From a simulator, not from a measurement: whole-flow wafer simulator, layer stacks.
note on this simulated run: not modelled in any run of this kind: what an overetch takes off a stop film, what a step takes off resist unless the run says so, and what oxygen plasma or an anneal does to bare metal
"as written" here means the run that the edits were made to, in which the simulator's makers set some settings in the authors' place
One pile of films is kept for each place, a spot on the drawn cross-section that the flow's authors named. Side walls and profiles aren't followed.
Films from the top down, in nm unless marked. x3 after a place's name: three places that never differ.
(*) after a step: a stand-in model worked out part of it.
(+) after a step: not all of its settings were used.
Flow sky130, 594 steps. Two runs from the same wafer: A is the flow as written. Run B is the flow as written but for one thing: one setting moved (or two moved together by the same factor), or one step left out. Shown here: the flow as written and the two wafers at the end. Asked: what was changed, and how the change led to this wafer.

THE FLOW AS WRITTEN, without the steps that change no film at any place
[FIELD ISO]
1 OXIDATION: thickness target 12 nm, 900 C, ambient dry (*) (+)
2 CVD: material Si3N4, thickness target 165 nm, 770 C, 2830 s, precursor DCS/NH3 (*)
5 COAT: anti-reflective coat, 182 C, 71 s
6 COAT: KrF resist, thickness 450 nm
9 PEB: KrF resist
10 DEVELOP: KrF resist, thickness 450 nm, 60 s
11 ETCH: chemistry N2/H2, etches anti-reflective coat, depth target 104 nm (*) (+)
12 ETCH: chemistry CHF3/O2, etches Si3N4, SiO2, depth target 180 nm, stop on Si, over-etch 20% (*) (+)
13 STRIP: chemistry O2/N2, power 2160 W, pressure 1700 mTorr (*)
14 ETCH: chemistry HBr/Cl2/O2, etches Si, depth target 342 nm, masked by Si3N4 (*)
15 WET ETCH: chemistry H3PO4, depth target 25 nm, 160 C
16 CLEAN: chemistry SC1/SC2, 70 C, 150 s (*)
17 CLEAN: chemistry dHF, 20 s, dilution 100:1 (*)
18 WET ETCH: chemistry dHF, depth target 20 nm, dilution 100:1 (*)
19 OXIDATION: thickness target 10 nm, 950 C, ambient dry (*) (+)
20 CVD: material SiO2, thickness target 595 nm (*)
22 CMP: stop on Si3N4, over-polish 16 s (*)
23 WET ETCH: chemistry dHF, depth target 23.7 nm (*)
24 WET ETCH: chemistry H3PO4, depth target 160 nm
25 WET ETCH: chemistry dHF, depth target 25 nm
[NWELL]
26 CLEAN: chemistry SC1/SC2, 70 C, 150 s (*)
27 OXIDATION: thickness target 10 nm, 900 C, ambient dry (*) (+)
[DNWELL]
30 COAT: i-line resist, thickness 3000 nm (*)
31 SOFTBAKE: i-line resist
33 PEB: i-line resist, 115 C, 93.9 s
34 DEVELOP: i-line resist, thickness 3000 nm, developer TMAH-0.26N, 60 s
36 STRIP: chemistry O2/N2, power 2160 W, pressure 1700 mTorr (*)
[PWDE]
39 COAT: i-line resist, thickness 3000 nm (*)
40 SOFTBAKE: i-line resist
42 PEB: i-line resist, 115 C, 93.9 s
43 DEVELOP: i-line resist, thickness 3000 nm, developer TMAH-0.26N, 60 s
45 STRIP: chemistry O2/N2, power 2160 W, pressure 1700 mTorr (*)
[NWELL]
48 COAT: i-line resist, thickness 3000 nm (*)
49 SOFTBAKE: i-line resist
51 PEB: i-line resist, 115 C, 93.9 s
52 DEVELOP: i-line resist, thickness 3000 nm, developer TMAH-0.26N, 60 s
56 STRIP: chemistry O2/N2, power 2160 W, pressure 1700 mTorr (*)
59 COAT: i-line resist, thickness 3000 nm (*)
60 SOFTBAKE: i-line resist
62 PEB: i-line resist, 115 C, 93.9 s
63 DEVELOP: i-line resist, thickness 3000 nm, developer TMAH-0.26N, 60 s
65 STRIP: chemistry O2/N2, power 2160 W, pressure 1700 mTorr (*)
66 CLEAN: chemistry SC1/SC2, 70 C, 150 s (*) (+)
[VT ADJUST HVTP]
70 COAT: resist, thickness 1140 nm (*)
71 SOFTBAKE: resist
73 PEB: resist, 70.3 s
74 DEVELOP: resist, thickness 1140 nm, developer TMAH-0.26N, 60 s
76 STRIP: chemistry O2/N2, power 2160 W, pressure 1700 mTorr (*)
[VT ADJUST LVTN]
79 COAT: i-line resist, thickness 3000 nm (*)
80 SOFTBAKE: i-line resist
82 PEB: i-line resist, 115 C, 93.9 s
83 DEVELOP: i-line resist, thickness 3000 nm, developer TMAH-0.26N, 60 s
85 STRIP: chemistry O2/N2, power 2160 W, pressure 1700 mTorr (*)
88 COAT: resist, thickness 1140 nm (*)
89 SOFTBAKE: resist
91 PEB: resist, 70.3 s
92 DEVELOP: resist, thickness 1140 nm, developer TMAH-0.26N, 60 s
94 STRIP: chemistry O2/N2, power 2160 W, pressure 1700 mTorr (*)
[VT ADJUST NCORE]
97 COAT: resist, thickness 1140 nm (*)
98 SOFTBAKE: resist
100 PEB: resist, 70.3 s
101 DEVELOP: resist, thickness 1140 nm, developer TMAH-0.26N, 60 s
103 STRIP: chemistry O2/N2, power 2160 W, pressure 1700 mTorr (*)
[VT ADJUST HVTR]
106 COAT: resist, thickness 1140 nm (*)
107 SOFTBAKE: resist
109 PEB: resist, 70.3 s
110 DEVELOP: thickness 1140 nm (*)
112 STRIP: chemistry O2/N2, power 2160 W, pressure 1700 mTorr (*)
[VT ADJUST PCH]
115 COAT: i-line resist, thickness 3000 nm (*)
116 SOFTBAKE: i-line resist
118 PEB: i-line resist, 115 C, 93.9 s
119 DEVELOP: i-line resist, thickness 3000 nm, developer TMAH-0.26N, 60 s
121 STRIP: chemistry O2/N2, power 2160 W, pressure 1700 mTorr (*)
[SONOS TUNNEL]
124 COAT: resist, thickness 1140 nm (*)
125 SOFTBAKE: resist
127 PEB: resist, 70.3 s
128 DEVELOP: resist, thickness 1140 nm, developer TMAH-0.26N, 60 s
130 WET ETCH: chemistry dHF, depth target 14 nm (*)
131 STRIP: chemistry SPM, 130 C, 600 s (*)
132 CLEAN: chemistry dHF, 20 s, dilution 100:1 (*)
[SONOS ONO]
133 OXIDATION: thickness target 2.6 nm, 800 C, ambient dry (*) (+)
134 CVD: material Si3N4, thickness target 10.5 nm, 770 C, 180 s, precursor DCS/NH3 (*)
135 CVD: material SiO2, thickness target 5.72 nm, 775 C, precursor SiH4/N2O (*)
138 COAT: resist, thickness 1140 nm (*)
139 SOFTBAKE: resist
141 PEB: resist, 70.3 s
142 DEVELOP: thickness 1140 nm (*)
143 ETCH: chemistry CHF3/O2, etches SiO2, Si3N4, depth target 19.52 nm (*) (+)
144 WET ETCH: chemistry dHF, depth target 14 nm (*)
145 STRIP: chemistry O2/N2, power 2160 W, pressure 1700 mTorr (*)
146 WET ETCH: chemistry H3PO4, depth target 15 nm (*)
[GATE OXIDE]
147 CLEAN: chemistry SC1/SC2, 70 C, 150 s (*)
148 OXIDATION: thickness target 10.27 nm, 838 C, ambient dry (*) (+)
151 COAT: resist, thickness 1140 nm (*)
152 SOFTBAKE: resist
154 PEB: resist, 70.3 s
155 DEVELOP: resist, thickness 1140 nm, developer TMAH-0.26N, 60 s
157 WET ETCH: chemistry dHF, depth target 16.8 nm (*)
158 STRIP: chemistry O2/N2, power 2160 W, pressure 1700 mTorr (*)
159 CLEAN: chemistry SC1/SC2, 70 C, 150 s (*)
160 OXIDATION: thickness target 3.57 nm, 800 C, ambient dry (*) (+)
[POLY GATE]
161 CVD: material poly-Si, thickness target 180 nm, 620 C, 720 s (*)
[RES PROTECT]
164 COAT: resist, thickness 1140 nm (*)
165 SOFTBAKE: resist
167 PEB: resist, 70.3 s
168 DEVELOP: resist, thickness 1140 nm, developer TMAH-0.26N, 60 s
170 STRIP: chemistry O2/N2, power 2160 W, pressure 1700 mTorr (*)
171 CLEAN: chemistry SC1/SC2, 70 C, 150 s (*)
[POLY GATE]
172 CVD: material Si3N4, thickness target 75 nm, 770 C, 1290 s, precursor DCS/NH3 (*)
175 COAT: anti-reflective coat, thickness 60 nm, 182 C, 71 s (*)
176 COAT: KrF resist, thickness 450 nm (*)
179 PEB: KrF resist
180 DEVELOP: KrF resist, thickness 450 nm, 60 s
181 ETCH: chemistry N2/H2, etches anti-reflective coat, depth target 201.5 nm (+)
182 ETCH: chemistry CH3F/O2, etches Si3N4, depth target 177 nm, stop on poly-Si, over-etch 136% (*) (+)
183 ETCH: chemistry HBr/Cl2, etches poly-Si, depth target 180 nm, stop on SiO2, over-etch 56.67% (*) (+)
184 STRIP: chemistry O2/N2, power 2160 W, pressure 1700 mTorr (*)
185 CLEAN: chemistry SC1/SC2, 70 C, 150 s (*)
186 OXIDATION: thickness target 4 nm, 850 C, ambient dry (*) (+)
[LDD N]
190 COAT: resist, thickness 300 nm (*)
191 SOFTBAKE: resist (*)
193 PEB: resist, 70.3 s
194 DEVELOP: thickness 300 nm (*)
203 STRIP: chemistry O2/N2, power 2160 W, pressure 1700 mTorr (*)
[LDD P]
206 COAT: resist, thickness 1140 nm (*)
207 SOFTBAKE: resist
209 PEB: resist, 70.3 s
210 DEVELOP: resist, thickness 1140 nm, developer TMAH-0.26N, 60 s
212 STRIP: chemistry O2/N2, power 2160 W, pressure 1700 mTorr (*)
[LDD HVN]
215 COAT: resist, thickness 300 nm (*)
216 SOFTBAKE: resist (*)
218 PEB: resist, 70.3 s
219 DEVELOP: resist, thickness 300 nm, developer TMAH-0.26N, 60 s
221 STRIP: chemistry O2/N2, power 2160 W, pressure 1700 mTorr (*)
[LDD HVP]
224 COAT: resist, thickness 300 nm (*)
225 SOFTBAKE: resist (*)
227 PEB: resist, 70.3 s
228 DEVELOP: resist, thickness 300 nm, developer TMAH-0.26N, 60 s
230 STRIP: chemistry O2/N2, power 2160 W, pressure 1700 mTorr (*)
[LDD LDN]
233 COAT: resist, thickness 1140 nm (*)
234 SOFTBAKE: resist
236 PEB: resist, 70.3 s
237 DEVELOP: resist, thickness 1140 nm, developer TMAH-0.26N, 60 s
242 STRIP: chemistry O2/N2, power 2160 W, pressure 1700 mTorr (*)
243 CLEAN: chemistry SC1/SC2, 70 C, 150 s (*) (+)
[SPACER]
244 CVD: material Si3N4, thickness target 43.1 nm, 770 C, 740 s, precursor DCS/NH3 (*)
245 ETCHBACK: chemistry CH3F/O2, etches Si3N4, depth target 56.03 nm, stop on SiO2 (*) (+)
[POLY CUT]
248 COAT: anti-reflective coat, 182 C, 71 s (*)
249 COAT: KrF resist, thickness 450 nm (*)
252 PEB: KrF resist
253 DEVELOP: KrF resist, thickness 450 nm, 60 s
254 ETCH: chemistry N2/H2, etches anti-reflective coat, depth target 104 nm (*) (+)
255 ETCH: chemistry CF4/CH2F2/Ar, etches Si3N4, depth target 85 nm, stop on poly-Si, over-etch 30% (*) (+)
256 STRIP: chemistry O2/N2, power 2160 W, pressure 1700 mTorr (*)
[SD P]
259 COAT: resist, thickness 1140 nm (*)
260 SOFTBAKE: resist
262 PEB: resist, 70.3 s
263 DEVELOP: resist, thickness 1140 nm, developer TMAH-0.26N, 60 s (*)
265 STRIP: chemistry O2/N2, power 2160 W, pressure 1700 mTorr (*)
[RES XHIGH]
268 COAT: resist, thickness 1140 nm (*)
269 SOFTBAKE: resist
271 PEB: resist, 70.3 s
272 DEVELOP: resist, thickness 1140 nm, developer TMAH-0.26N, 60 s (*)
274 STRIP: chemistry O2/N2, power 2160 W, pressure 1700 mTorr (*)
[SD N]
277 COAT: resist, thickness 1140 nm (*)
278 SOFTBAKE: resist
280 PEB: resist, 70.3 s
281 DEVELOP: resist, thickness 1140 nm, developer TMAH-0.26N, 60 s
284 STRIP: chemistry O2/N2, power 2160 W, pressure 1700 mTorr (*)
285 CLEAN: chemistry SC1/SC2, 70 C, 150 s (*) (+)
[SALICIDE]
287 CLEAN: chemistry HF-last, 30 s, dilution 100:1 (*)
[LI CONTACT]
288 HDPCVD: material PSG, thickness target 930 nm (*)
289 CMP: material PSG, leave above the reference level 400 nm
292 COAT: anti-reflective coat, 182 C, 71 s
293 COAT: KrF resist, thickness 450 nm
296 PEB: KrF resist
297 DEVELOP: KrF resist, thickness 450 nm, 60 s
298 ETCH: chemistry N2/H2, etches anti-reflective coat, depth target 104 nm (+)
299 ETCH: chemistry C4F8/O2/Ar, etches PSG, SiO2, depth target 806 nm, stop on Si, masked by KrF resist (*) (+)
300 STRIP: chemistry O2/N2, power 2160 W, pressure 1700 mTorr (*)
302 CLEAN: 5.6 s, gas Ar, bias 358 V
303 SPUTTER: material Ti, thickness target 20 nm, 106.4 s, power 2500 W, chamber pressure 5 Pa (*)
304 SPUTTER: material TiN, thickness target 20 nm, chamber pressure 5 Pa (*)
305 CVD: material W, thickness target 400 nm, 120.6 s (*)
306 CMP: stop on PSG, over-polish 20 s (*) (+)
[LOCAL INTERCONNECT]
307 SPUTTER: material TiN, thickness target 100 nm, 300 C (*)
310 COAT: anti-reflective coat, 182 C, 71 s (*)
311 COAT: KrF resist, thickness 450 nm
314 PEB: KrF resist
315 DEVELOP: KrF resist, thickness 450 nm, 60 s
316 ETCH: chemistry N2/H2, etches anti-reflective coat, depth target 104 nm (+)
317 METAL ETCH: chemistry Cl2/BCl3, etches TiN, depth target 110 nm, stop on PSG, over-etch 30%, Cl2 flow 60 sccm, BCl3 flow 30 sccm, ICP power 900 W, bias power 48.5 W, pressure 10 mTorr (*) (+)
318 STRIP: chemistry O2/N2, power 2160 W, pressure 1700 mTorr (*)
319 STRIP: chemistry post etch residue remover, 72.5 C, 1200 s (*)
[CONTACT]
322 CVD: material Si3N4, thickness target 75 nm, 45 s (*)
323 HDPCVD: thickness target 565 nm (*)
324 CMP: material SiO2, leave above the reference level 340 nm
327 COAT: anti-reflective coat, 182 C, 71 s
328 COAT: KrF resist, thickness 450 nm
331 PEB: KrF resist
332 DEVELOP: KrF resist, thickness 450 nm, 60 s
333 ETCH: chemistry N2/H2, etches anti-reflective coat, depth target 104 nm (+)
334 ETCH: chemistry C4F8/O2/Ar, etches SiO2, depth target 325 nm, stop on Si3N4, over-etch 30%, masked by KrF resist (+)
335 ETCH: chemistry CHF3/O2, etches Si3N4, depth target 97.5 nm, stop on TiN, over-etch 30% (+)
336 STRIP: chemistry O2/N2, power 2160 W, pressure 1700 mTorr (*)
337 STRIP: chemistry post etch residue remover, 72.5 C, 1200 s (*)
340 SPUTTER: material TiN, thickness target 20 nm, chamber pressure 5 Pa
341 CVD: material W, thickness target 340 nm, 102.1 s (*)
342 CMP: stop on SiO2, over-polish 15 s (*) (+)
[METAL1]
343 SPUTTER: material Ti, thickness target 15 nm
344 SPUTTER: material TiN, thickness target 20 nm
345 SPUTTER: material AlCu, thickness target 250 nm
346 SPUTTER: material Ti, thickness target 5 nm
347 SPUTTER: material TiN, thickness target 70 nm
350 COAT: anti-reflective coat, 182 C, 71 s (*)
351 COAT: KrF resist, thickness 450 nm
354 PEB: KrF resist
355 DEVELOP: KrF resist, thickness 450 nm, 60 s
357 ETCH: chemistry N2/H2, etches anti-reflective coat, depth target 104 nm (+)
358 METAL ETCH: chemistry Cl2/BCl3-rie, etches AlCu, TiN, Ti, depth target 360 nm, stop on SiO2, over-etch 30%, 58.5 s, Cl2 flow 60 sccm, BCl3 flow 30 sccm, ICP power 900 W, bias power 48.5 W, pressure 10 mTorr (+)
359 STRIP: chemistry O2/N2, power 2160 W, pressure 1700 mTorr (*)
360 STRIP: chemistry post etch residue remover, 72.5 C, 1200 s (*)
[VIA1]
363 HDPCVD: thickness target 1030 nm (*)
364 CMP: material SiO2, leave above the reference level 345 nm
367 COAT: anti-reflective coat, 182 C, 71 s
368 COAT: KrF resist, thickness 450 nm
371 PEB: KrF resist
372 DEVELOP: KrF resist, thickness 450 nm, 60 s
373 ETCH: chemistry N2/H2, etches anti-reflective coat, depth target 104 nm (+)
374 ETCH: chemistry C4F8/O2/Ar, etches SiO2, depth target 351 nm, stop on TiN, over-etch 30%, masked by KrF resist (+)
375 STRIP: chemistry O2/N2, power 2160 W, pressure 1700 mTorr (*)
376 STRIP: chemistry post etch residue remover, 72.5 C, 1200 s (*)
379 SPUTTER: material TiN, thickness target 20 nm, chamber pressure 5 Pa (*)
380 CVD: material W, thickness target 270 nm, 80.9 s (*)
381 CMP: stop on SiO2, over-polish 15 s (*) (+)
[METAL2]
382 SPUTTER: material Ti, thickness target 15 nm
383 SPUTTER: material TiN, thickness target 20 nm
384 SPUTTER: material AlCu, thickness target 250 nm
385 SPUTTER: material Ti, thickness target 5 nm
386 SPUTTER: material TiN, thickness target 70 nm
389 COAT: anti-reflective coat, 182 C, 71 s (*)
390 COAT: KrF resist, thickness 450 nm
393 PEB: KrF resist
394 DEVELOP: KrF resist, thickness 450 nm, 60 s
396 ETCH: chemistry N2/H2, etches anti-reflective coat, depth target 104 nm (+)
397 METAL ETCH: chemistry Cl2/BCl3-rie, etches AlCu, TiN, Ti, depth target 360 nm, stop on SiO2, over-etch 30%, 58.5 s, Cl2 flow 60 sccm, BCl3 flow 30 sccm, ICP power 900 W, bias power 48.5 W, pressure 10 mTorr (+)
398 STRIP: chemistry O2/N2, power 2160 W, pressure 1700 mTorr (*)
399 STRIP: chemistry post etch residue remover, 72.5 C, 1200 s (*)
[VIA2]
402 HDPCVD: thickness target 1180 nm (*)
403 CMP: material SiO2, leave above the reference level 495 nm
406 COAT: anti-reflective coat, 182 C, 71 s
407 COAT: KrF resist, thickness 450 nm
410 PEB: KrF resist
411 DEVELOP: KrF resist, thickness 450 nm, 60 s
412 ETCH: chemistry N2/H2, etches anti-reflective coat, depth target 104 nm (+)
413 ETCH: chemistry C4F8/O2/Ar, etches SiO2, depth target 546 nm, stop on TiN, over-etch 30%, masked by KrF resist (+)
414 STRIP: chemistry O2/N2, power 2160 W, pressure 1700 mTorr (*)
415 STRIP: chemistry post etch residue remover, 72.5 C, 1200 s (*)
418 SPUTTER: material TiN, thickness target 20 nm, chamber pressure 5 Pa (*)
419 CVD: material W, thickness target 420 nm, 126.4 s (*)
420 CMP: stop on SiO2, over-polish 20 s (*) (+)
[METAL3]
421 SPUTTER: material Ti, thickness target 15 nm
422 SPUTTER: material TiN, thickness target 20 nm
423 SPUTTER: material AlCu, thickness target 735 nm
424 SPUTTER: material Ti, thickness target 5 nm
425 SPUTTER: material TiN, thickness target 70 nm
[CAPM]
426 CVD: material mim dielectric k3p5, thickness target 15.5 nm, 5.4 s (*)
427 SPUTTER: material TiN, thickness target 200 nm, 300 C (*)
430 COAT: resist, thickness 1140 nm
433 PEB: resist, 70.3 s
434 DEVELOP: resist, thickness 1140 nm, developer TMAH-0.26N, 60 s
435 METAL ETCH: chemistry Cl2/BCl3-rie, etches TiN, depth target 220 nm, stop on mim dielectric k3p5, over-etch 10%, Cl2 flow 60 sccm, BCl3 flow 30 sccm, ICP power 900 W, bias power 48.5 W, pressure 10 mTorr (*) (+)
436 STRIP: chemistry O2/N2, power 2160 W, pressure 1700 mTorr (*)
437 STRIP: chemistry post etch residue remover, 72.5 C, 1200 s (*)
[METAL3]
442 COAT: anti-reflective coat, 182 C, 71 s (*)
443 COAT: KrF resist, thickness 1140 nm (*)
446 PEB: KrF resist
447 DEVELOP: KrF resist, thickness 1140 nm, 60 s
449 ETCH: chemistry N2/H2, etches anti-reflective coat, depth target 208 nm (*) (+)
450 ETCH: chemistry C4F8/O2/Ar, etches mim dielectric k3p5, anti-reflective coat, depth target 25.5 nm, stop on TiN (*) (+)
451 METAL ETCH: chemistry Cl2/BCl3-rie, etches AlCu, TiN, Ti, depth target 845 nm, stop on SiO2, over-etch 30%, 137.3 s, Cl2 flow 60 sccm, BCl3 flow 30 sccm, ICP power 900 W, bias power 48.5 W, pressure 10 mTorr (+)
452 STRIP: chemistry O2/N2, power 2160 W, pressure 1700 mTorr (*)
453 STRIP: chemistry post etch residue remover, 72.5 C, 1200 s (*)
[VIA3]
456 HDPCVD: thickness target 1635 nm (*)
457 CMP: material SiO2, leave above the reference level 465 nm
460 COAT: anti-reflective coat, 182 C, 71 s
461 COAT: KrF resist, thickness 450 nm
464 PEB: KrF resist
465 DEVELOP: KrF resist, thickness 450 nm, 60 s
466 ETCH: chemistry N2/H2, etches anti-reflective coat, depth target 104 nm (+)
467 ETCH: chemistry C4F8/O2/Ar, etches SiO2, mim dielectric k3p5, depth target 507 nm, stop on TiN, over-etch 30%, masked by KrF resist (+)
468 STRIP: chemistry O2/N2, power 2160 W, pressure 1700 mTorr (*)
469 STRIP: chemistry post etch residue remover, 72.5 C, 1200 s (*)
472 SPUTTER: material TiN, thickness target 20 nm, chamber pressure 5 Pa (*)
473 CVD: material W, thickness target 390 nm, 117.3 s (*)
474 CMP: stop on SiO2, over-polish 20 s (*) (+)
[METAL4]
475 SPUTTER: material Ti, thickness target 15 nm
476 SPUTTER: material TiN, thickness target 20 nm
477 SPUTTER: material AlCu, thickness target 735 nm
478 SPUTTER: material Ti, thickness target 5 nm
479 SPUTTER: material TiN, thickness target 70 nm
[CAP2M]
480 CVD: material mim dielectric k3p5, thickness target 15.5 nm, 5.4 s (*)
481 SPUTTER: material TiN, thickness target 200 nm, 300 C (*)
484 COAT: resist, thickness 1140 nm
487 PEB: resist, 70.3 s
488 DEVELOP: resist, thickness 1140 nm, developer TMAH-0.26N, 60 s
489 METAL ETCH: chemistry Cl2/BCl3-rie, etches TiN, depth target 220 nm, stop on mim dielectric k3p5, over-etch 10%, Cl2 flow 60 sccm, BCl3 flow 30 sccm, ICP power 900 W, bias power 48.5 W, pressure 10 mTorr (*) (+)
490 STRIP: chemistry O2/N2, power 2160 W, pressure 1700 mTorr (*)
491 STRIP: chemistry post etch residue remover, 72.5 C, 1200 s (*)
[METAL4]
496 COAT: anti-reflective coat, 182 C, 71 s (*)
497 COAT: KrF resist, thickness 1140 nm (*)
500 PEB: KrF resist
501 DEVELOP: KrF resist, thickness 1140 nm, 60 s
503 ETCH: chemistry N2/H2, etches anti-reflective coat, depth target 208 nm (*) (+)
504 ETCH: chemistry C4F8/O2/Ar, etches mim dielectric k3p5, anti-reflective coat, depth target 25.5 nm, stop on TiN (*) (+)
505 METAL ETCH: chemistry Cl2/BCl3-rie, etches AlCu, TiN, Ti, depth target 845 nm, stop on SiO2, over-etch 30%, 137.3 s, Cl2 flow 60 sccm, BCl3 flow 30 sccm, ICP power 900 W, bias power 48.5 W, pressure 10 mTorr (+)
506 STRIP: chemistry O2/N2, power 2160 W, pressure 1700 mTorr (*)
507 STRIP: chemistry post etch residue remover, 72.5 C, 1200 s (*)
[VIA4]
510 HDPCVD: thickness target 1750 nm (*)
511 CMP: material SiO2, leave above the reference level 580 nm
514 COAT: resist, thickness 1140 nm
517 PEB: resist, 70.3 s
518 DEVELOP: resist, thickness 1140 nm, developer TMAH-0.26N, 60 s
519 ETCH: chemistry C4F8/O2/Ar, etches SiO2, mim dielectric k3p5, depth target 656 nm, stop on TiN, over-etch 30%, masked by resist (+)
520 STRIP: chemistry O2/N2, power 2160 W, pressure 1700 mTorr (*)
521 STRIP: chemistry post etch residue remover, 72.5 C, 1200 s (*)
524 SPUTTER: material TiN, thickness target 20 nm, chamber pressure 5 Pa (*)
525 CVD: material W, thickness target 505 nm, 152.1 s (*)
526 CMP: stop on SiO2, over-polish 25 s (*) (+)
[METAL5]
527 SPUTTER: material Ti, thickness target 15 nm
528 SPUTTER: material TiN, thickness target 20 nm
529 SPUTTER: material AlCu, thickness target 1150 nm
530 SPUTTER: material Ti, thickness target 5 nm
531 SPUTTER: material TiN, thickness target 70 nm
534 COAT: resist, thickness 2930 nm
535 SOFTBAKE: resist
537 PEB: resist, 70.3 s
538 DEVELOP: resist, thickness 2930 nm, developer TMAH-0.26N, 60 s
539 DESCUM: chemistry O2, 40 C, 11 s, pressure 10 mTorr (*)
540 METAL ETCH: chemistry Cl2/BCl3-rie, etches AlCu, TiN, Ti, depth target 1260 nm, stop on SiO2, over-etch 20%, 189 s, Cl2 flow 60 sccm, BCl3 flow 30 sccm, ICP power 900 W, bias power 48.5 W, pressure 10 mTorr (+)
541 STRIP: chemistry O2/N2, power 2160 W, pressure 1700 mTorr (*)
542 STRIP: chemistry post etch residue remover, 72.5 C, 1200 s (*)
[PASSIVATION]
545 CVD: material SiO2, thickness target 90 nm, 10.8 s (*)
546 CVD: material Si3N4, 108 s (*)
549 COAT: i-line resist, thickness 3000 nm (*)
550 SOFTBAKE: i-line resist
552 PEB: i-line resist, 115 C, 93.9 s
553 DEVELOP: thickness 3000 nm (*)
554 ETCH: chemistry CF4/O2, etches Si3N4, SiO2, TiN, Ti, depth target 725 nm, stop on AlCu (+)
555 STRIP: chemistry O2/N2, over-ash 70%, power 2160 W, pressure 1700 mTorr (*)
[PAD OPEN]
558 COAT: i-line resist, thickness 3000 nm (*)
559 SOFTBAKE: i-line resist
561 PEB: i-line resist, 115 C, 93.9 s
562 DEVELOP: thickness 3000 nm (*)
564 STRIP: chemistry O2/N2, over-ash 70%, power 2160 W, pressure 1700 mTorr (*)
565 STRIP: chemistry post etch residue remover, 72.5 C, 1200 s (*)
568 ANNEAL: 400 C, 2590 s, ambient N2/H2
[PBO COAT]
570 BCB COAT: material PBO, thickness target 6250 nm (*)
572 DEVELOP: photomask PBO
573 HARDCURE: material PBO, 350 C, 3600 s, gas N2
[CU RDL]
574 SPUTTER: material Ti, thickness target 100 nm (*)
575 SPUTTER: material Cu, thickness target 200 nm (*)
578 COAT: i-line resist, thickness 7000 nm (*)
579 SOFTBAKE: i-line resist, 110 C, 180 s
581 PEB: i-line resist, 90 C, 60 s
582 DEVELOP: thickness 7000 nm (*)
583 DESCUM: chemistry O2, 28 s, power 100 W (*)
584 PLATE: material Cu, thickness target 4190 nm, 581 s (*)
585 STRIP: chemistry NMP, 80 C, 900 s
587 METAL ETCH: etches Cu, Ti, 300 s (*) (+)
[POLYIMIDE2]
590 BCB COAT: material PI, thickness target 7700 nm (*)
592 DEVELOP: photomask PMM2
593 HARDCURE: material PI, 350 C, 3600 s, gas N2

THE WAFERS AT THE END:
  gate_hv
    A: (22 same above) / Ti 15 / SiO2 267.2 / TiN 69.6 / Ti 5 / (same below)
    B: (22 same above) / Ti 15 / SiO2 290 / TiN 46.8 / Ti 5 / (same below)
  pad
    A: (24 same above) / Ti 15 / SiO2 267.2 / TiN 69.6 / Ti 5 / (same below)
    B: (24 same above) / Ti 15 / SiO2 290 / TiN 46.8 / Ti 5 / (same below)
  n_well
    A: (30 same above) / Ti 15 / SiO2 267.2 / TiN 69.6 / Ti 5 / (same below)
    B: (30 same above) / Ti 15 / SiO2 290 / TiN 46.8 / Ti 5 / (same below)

The cause: step 347, SPUTTER: thickness target 47.2 nm was run, where the flow has thickness target 70 nm.

How the change led to this, step by step:
  347 SPUTTER: material TiN, thickness target 70 nm
      field, active, n_well and 188 more: A TiN +70 (new film) | B TiN +47.2 (new film)
  358 METAL ETCH: chemistry Cl2/BCl3-rie, etches AlCu, TiN, Ti, depth target 360 nm, stop on SiO2, over-etch 30%, 58.5 s, Cl2 flow 60 sccm, BCl3 flow 30 sccm, ICP power 900 W, bias power 48.5 W, pressure 10 mTorr (+)
      field, active, gate and 81 more: A TiN -68.7 (all of it), Ti -5 (all of it), AlCu -250 (all of it), TiN -20 (all of it), Ti -15 (all of it), SiO2 -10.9 | B TiN -45.9 (all of it), Ti -5 (all of it), AlCu -250 (all of it), TiN -20 (all of it), Ti -15 (all of it), SiO2 -13.2
  364 CMP: material SiO2, leave above the reference level 345 nm
      n_well, p_well, gate_hv and 100 more: A SiO2 -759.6 | B SiO2 -736.8
      poly_licon, ndiff_licon, ndiff_licon_cpp, rpo_hd_licon: A SiO2 -759 | B SiO2 -736.2
  374 ETCH: chemistry C4F8/O2/Ar, etches SiO2, depth target 351 nm, stop on TiN, over-etch 30%, masked by KrF resist (+)
      m1, via1_hole: A SiO2 -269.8 (all of it) | B SiO2 -292.6 (all of it)
  380 CVD: material W, thickness target 270 nm, 80.9 s (*)
      m1, via1_hole: A W +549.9 (new film) | B W +573.1 (new film)
